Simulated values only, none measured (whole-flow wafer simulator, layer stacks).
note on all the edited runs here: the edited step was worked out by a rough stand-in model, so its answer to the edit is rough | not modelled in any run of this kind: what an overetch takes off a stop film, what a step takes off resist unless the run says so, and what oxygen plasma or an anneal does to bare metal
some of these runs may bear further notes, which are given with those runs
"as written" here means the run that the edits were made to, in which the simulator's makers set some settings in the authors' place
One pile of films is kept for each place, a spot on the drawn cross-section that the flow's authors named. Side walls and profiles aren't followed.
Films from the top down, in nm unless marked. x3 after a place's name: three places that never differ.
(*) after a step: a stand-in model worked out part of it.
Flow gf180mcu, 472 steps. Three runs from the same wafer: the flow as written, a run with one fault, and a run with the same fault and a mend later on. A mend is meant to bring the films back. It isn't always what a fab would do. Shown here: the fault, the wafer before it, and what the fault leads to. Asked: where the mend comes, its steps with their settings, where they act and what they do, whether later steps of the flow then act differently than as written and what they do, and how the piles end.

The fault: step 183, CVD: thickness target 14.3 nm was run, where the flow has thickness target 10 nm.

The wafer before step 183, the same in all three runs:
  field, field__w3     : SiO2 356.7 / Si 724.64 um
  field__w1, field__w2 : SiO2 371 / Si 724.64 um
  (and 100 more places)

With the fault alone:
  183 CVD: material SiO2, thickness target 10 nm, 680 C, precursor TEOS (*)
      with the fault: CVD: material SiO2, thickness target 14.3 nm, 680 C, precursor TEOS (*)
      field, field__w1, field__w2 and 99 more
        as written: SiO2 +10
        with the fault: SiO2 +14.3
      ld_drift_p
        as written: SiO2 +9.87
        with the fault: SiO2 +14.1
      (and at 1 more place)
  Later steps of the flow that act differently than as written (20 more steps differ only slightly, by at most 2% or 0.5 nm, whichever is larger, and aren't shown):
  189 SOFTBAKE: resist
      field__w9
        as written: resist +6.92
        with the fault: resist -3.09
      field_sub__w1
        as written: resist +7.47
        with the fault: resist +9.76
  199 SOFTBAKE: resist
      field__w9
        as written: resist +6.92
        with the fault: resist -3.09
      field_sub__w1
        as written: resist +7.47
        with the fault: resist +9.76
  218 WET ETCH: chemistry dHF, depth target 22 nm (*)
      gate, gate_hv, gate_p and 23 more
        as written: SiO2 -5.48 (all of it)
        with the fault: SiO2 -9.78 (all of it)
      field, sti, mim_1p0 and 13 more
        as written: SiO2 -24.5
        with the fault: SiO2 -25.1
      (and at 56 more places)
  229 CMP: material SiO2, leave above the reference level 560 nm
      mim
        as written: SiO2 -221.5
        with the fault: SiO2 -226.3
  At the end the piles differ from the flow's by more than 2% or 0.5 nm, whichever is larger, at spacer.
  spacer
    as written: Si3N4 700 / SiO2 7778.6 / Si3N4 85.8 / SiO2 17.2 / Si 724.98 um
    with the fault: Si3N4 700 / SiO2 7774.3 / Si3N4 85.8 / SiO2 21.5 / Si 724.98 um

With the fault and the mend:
  The mend comes after step 183.
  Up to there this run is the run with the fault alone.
  183a WET ETCH: chemistry dHF, depth target 4.3 nm, 25 C, dilution 100:1 (the flow's step 17 once more, with other settings)
      field, field__w1, field__w2 and 101 more
        SiO2 -4.3
  No later step of the flow acts differently than as written, at any place that is followed, by more than 2% or 0.5 nm, whichever is larger.
  At the end the piles differ from the flow's only slightly at the places that both follow, by at most 2% or 0.5 nm, whichever is larger.
